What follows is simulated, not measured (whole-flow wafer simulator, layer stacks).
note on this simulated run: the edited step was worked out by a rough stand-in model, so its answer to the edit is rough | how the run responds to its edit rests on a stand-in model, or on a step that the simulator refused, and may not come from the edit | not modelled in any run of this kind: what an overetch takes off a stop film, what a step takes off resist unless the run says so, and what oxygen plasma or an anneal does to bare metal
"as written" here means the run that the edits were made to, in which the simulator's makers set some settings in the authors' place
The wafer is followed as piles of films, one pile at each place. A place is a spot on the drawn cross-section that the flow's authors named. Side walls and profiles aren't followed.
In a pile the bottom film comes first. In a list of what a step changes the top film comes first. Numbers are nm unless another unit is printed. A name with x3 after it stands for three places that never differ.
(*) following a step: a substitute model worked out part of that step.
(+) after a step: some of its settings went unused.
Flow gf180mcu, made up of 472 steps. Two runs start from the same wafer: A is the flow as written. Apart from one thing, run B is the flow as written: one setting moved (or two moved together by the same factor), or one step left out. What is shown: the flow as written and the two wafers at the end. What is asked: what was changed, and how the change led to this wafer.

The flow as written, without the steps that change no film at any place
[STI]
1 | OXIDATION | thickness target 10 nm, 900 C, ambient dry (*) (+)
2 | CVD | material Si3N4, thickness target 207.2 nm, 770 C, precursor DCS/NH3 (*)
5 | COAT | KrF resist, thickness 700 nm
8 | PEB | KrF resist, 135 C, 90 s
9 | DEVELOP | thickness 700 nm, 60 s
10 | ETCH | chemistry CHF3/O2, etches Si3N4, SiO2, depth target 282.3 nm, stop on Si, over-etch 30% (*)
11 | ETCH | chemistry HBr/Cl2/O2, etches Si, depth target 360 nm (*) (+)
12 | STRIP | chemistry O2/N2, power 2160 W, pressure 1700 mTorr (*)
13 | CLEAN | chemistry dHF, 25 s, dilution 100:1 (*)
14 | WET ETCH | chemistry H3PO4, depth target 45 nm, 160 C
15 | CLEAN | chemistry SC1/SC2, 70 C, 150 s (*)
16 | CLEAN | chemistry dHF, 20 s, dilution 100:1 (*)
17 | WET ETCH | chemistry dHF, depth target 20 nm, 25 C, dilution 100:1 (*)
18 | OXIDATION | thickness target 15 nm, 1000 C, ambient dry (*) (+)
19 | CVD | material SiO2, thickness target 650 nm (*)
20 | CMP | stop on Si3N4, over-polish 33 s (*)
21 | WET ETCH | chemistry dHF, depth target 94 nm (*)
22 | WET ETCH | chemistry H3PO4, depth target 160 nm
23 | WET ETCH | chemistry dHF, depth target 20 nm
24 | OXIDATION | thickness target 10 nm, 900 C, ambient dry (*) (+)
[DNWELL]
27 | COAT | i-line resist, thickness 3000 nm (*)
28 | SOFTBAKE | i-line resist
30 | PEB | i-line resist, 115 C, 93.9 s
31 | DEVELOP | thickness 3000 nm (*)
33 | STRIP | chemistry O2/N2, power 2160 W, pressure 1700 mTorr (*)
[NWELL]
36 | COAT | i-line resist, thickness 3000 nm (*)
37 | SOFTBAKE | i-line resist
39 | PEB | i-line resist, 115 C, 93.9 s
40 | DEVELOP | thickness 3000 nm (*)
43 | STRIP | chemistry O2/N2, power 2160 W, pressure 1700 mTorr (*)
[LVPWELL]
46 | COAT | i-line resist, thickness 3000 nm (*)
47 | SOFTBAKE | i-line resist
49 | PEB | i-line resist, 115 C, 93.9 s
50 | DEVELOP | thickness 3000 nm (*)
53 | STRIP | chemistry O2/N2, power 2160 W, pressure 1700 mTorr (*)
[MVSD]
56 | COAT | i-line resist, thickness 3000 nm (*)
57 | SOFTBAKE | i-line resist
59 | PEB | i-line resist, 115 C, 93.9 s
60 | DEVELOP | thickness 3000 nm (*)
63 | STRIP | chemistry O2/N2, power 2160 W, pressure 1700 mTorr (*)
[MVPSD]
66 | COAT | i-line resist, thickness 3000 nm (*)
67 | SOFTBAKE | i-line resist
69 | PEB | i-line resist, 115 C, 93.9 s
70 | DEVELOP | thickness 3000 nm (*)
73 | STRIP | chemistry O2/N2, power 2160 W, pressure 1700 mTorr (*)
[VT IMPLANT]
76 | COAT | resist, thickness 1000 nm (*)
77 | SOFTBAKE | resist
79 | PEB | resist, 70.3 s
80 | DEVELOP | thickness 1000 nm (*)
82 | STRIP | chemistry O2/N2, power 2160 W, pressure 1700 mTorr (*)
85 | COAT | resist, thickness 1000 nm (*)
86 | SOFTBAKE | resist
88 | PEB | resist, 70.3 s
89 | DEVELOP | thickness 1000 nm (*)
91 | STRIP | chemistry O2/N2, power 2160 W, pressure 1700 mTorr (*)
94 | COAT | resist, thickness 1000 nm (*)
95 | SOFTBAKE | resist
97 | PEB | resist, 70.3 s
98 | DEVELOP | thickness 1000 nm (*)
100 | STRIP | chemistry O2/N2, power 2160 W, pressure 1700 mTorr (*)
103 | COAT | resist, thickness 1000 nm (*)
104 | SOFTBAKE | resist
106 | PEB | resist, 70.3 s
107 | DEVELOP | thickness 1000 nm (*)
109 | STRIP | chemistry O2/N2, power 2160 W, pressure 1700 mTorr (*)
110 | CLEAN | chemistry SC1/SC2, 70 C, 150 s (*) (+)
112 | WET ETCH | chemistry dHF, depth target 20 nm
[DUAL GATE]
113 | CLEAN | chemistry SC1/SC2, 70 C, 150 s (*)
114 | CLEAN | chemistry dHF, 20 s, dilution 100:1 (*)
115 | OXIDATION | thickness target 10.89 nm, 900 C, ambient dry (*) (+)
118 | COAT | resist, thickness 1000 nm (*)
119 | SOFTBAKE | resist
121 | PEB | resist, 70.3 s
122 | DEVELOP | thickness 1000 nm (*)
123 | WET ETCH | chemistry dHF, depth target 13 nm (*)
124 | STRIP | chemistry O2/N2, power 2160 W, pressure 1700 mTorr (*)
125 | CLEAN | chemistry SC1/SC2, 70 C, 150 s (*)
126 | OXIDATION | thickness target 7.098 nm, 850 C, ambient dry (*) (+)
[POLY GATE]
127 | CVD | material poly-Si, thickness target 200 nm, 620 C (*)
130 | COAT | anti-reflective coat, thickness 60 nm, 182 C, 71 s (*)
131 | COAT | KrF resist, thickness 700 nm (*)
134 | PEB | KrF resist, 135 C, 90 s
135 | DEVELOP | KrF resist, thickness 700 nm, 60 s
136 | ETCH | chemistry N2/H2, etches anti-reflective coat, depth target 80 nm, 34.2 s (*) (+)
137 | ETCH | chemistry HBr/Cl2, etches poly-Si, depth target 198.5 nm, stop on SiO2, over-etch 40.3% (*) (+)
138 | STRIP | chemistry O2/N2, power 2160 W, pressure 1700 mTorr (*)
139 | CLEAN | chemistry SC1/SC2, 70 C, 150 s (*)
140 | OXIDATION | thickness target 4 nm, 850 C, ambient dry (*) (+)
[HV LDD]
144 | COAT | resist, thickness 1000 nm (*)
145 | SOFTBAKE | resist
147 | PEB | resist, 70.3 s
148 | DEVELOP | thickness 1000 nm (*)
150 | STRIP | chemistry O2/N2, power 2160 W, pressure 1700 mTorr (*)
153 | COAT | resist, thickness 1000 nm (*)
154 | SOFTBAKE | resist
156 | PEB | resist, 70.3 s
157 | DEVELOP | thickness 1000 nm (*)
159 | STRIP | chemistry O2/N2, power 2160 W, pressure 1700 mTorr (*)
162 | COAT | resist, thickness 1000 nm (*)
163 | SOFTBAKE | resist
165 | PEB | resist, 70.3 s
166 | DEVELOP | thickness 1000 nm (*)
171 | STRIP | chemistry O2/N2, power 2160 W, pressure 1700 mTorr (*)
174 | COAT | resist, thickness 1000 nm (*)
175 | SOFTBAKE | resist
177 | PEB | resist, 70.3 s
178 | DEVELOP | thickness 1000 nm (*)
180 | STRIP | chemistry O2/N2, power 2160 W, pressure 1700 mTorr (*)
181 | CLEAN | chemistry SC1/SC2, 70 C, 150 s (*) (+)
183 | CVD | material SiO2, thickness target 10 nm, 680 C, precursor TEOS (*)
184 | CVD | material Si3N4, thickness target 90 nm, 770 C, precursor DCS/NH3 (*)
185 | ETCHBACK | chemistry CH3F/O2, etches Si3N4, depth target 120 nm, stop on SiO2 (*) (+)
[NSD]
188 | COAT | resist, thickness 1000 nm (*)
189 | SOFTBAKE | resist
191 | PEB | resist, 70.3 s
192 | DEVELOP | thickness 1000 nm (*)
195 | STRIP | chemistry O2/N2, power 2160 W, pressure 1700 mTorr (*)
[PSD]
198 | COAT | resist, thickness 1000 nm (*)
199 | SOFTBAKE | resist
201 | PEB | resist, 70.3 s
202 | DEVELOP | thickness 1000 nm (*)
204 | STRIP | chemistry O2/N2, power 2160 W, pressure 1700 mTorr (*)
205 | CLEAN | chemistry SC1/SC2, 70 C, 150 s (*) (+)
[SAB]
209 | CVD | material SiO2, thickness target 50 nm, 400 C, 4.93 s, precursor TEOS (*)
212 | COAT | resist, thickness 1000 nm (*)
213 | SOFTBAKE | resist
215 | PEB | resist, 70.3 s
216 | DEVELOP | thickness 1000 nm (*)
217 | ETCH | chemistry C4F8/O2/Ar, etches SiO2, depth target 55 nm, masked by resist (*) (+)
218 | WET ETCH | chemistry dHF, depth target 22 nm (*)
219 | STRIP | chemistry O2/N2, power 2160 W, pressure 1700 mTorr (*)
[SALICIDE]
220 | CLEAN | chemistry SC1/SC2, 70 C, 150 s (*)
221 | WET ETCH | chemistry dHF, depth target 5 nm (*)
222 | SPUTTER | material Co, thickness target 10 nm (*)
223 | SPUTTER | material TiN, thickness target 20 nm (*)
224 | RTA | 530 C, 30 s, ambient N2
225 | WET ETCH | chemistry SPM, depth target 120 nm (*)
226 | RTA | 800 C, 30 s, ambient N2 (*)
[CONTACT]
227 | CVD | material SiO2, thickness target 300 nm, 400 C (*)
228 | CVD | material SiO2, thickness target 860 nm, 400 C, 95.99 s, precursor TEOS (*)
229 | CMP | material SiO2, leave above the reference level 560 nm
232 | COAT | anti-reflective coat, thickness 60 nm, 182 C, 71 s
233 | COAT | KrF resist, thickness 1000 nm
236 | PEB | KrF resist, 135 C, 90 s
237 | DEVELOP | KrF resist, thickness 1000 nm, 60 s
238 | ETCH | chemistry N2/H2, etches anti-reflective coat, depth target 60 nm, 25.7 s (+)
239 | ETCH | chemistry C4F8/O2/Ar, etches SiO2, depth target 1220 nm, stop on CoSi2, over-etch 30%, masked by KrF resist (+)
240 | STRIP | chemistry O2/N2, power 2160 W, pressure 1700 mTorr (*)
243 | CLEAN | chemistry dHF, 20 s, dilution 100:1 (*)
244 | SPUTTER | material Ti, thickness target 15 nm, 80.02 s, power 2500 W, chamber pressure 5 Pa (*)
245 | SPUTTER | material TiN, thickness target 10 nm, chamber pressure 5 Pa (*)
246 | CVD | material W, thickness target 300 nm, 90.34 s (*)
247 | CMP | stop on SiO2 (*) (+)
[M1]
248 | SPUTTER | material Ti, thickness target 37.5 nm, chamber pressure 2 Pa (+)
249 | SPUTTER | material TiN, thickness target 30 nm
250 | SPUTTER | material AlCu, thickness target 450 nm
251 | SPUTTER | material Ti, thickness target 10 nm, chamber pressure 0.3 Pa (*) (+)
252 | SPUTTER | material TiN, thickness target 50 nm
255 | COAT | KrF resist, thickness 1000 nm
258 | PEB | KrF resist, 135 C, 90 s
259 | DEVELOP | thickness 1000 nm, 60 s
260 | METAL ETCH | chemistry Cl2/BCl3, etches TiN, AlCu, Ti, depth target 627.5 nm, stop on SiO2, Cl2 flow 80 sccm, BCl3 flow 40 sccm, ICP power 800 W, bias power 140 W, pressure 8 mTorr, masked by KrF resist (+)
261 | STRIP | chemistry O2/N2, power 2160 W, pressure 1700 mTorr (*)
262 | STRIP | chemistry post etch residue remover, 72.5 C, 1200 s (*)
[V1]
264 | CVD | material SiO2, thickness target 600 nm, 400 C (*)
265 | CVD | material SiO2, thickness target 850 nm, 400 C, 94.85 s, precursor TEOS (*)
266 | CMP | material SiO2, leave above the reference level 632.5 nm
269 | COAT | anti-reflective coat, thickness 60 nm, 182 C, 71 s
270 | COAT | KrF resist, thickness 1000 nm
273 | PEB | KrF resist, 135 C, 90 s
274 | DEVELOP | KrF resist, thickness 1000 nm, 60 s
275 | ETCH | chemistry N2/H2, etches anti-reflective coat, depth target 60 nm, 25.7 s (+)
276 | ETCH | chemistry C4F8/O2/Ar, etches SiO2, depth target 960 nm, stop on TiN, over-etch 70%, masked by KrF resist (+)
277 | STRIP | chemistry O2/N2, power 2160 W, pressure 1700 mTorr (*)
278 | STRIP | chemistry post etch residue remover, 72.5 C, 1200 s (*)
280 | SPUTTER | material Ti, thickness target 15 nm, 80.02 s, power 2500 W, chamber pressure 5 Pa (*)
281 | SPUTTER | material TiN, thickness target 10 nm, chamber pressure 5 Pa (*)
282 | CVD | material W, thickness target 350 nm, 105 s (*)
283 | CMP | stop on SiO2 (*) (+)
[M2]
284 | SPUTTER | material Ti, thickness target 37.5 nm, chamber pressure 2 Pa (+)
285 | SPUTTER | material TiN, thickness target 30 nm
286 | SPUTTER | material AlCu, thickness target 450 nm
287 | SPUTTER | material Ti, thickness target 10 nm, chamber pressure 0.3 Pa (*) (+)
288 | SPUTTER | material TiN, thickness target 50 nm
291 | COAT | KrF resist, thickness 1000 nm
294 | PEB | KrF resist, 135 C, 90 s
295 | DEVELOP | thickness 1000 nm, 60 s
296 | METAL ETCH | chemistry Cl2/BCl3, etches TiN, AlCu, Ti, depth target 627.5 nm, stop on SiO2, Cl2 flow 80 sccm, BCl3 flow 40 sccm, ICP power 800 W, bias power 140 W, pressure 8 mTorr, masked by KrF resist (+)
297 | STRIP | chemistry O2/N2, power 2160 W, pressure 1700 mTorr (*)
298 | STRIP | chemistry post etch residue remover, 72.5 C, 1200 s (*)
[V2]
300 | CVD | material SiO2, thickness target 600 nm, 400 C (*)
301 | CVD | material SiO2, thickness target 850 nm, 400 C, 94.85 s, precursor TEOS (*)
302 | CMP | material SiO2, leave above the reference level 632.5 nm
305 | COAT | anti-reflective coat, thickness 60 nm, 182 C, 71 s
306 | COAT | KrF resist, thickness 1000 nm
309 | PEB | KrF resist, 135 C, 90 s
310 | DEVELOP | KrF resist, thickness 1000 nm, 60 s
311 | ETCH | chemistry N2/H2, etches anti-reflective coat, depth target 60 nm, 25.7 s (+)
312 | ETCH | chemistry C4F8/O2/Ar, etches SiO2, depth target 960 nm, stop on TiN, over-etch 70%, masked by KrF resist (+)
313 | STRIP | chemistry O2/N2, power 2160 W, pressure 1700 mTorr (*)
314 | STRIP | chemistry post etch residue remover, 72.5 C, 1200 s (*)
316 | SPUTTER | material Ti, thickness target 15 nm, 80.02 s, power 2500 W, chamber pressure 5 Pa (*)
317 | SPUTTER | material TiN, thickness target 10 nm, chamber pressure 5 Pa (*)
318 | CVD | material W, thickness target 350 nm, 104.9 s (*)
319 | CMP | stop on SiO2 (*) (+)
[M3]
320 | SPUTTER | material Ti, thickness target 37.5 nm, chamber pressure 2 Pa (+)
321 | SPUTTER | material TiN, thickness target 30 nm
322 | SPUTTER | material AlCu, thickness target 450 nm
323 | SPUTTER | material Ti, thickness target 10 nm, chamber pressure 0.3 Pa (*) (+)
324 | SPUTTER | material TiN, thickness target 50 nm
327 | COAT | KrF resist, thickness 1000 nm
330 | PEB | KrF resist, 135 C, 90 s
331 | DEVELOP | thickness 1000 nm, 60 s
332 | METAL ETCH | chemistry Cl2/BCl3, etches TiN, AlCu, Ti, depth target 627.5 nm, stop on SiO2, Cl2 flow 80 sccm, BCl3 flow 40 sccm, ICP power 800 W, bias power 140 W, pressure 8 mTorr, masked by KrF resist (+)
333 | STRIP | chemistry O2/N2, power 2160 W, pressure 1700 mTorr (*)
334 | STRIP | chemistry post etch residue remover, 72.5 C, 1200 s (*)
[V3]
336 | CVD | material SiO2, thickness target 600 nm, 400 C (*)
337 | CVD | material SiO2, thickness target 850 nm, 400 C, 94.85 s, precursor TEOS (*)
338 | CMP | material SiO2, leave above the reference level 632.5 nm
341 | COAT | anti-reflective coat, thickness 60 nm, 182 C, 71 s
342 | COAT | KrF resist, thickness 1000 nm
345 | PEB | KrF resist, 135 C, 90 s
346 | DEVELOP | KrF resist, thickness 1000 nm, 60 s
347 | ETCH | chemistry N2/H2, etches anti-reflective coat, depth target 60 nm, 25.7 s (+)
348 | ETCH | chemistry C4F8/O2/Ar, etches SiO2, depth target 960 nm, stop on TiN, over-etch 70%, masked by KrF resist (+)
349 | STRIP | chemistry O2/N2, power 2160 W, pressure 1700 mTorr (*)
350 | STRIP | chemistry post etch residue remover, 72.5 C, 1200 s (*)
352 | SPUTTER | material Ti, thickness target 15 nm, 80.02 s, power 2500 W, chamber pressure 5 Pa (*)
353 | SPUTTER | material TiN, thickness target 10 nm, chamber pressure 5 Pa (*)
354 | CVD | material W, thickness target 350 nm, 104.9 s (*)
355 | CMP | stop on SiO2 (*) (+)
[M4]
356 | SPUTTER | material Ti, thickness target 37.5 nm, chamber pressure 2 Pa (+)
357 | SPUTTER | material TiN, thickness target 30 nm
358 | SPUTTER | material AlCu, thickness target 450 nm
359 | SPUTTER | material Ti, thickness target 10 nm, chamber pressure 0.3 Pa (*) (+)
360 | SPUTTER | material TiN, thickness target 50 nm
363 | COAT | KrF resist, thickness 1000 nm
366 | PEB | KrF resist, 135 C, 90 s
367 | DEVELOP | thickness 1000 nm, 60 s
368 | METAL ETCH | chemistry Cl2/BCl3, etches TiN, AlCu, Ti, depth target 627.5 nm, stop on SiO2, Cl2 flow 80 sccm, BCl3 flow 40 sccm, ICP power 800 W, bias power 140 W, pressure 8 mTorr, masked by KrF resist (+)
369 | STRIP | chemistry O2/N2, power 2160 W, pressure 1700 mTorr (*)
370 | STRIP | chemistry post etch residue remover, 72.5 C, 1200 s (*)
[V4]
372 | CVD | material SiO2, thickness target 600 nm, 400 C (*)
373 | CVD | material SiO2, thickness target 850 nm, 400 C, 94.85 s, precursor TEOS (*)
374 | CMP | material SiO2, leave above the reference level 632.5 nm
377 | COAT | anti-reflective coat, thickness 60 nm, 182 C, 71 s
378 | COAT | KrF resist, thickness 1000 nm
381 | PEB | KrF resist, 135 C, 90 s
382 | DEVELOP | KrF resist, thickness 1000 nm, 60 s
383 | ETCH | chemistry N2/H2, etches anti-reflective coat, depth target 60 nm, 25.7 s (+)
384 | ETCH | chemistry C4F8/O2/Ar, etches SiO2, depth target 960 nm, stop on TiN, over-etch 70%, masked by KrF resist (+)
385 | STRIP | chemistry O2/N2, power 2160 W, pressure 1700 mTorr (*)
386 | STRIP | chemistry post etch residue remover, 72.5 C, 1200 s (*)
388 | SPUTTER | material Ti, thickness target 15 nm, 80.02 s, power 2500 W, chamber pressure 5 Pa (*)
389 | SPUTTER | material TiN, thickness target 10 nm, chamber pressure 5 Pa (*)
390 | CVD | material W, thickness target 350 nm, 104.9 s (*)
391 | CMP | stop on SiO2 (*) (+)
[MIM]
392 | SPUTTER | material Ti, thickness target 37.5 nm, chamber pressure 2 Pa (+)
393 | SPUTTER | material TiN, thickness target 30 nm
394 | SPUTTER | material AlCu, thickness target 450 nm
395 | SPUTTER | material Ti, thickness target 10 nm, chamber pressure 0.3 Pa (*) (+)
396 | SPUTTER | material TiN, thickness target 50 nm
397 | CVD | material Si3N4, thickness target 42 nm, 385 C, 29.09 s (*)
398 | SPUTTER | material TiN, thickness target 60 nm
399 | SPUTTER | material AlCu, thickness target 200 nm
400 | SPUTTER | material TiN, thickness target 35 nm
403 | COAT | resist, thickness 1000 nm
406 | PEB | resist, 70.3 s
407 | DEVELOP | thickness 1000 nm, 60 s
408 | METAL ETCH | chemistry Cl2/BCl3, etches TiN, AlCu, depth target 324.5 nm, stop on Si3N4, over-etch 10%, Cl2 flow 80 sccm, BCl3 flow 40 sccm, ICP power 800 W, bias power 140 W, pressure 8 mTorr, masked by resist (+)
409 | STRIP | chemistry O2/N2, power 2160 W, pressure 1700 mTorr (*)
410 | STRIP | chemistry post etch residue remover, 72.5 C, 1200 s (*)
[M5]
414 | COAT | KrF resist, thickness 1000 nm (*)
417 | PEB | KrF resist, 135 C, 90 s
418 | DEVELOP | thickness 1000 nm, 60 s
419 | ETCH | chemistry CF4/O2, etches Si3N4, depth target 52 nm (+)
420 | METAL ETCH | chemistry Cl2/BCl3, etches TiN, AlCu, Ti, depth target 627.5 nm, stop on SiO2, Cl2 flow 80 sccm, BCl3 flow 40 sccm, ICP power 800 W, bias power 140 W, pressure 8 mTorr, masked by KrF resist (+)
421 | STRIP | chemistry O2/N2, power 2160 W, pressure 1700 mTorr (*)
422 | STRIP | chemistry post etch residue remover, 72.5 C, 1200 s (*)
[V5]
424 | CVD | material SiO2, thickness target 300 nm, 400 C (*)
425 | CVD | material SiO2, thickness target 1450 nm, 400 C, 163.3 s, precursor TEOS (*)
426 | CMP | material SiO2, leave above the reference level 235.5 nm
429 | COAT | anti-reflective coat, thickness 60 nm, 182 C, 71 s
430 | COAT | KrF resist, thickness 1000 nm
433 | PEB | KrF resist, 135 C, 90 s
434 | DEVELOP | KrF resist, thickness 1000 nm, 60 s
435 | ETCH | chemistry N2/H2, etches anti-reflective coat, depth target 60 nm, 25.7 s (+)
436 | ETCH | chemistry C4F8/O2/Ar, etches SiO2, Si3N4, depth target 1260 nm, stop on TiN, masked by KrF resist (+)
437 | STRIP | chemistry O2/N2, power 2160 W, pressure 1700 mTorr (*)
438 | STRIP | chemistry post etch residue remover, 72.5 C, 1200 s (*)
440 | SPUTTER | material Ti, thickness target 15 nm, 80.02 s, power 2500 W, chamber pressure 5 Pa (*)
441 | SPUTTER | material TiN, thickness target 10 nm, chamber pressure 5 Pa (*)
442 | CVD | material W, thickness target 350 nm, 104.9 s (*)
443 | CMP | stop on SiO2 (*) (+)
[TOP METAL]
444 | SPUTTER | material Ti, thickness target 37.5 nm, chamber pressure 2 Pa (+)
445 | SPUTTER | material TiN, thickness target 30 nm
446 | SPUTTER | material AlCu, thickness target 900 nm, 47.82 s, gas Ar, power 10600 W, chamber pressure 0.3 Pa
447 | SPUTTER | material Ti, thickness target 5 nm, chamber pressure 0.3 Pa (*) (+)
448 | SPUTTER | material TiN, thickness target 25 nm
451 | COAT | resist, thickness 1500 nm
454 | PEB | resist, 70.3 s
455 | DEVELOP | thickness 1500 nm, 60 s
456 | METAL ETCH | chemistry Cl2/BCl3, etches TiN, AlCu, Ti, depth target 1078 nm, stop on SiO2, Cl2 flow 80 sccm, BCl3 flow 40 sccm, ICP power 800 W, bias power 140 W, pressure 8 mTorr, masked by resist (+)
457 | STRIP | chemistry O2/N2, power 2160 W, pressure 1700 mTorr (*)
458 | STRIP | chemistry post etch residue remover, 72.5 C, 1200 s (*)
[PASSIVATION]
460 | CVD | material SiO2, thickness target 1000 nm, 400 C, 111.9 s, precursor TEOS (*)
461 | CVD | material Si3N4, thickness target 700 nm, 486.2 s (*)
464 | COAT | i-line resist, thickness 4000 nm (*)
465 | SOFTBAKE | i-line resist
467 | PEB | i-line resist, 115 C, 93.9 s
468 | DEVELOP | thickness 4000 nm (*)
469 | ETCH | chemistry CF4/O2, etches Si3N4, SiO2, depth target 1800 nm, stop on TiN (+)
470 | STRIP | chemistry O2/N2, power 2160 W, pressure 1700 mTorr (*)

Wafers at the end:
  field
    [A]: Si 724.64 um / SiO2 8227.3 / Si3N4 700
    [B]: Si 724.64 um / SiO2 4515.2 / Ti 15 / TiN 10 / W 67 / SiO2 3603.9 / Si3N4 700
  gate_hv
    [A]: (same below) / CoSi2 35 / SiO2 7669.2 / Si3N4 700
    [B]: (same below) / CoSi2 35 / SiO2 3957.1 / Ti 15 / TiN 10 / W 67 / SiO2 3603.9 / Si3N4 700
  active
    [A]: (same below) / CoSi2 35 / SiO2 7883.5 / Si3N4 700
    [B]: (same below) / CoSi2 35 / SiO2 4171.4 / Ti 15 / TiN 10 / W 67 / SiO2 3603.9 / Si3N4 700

What caused this: step 337, CVD: thickness target 416 nm was run, while the flow as written has thickness target 850 nm; step 337, CVD: 46.48 s was run, where the flow has 94.85 s.

The path from the change to this, step by step:
  337 | CVD | material SiO2, thickness target 850 nm, 400 C, 94.85 s, precursor TEOS (*)
      field, field__w1, field__w2 and 108 more: A SiO2 gains 850 | B SiO2 gains 425.7
  338 | CMP | material SiO2, leave above the reference level 632.5 nm
      field, field__w1, field__w2 and 103 more: A SiO2 loses 300 | B nothing
      field__w8, contact, m1, m1__w1, m1_nw: A SiO2 loses 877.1 | B SiO2 loses 452.8
  341 | COAT | anti-reflective coat, thickness 60 nm, 182 C, 71 s
      field: A anti-reflective coat gains 60 (new film) | B anti-reflective coat gains 109.8 (new film)
      field__w1: A anti-reflective coat gains 60 (new film) | B anti-reflective coat gains 86.7 (new film)
      (and at 20 other places as well)
  342 | COAT | KrF resist, thickness 1000 nm
      field__w1: A KrF resist gains 1000 (new film) | B KrF resist gains 977.1 (new film)
      field__w8: A KrF resist gains 1000 (new film) | B KrF resist gains 977.8 (new film)
      (and at 10 other places as well)
  345 | PEB | KrF resist, 135 C, 90 s
      polyc_n, polyc_n_rim: A KrF resist loses 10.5 | B KrF resist loses 11.6
      contact: A KrF resist loses 10.5 | B KrF resist loses 9.59
      (and at 2 other places as well)
  346 | DEVELOP | KrF resist, thickness 1000 nm, 60 s
      contact: A KrF resist loses 989.5 (all of it) | B KrF resist loses 929.6 (all of it)
  347 | ETCH | chemistry N2/H2, etches anti-reflective coat, depth target 60 nm, 25.7 s (+)
      contact: A anti-reflective coat loses 60 (all of it), SiO2 loses 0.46 | B anti-reflective coat loses 22.9 (all of it), SiO2 loses 1.41
  349 | STRIP | chemistry O2/N2, power 2160 W, pressure 1700 mTorr (*)
      field: A KrF resist loses 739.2 (all of it), anti-reflective coat loses 60 (all of it) | B KrF resist loses 720.5 (all of it), anti-reflective coat loses 109.8 (all of it)
      field__w1: A KrF resist loses 739.2 (all of it), anti-reflective coat loses 60 (all of it) | B KrF resist loses 716.6 (all of it), anti-reflective coat loses 86.7 (all of it)
      (and at 19 other places as well)
  352 | SPUTTER | material Ti, thickness target 15 nm, 80.02 s, power 2500 W, chamber pressure 5 Pa (*)
      contact: A Ti gains 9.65 (new film) | B Ti gains 10.4 (new film)
  354 | CVD | material W, thickness target 350 nm, 104.9 s (*)
      contact: A W gains 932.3 (new film) | B W gains 806.8 (new film)
  355 | CMP | stop on SiO2 (*) (+)
      field, field__w1, field__w2 and 103 more: A W loses 350 (all of it), TiN loses 10 (all of it), Ti loses 15 (all of it), SiO2 loses 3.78 | B W loses 270.7
      field__w8, m1, m1__w1, m1_nw: A W loses 350 (all of it), TiN loses 10 (all of it), Ti loses 15 (all of it), SiO2 loses 3.78 | B W loses 350 (all of it), TiN loses 10 (all of it), Ti loses 15 (all of it), SiO2 loses 20
      (and at 1 other place as well)
  368 | METAL ETCH | chemistry Cl2/BCl3, etches TiN, AlCu, Ti, depth target 627.5 nm, stop on SiO2, Cl2 flow 80 sccm, BCl3 flow 40 sccm, ICP power 800 W, bias power 140 W, pressure 8 mTorr, masked by KrF resist (+)
      field, field__w1, field__w2 and 103 more: A TiN loses 50 (all of it), Ti loses 10 (all of it), AlCu loses 450 (all of it), TiN loses 30 (all of it), Ti loses 37.5 (all of it) | B TiN loses 50 (all of it), Ti loses 10 (all of it), AlCu loses 450 (all of it), TiN loses 30 (all of it), Ti loses 37.5 (all of it), W loses 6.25
  370 | STRIP | chemistry post etch residue remover, 72.5 C, 1200 s (*)
      field, field__w1, field__w2 and 103 more: A nothing | B W loses 6.01
  372 | CVD | material SiO2, thickness target 600 nm, 400 C (*)
      field, field__w1, field__w2 and 103 more: A SiO2 gains 600 | B SiO2 gains 600 (new film)
  374 | CMP | material SiO2, leave above the reference level 632.5 nm
      field, field__w1, field__w2 and 103 more: A SiO2 loses 300 | B SiO2 loses 287.7
With metal films that touch counted as one body, field has 1 body; the flow as written gives 0 bodies.
With metal films that touch counted as one body, gate_hv has 2 bodies (between them, from the top down: SiO2 3957.1); the flow as written gives 1 body.
With metal films that touch counted as one body, active has 2 bodies (between them, from the top down: SiO2 4171.4); the flow as written gives 1 body.
